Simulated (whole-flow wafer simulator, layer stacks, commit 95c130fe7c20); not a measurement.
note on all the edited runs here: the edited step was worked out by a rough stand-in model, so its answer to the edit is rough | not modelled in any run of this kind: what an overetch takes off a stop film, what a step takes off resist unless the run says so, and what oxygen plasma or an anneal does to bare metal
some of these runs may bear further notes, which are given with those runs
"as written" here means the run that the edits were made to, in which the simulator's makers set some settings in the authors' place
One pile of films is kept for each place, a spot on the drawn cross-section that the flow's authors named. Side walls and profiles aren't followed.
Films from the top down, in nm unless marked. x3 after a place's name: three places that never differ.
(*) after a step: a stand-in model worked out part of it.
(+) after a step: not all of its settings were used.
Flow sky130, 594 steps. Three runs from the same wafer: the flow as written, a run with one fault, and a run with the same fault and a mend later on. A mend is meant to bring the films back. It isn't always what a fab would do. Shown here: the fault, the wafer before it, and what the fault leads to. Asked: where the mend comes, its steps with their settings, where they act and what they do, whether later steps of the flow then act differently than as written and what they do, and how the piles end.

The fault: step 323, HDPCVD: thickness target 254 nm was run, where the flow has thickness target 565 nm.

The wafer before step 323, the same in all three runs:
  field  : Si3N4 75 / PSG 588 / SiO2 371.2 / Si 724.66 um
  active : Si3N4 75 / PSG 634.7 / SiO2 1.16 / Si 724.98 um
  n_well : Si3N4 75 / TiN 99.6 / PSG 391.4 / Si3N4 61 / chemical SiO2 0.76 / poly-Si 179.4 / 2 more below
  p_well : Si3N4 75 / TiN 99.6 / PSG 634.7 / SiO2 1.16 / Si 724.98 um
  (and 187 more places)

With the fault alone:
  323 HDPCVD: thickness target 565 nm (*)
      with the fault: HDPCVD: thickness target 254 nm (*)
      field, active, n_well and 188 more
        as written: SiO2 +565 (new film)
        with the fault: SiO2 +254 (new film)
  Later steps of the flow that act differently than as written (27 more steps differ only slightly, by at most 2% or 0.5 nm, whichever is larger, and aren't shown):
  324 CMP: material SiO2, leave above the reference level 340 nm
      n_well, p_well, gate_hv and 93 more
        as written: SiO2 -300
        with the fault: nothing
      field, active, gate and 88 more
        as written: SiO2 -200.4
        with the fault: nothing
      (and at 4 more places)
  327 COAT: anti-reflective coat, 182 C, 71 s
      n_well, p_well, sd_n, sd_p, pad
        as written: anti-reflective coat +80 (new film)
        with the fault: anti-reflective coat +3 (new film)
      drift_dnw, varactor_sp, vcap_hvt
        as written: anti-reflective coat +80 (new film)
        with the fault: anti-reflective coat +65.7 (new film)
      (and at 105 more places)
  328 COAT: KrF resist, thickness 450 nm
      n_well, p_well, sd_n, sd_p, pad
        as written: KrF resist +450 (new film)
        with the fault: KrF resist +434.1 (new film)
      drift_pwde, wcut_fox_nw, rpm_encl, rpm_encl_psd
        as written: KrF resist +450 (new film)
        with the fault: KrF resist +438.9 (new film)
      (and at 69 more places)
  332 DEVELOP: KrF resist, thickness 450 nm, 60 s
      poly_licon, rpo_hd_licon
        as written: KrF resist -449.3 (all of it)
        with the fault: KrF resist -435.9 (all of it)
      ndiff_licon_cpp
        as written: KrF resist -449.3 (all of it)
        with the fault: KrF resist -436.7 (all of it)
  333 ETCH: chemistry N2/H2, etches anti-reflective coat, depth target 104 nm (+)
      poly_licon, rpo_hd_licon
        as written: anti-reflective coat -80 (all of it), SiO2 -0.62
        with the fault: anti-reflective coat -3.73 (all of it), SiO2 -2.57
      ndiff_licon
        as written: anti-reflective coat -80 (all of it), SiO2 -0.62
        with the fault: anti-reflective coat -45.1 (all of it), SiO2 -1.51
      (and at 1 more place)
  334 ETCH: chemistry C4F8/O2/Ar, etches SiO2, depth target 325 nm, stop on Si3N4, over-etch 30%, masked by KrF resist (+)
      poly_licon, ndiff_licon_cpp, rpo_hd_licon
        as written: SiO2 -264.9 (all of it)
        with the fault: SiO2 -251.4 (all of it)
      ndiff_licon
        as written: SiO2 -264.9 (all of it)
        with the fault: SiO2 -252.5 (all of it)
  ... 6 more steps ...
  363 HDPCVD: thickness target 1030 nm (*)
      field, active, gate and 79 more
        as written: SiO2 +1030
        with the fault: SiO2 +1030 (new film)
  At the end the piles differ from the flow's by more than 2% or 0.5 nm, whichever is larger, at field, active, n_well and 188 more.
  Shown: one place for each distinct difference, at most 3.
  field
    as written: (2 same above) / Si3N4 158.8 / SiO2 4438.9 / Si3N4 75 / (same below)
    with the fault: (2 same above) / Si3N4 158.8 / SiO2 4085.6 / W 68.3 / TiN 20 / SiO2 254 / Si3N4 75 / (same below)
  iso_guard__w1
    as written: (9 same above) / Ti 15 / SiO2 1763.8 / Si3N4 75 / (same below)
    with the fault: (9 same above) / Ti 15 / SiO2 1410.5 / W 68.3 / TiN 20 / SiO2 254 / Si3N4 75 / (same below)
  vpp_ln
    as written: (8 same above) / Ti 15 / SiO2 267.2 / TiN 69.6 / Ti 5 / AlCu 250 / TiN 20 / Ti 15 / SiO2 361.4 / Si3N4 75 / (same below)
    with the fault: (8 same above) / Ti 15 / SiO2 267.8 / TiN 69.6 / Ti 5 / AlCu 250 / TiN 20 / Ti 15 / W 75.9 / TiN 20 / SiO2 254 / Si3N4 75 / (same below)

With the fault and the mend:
  The mend comes after step 323.
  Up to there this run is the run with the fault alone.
  323a HDPCVD: thickness target 311 nm (*) (the flow's step 323 once more, with other settings)
      field, active, n_well and 188 more
        SiO2 +311
  Later steps of the flow that act differently than as written (3 more steps differ only slightly, by at most 2% or 0.5 nm, whichever is larger, and aren't shown):
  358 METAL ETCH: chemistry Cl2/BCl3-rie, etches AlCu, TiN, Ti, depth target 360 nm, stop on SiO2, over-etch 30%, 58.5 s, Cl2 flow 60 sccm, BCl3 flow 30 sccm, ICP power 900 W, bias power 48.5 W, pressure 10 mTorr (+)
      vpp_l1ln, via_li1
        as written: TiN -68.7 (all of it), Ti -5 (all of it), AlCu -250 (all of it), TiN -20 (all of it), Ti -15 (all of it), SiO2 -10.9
        with the mend: TiN -68.7 (all of it), Ti -5 (all of it), AlCu -250 (all of it), TiN -20 (all of it), Ti -15 (all of it), SiO2 -11.7
  At the end the piles are the same as the flow's at every place that both follow.
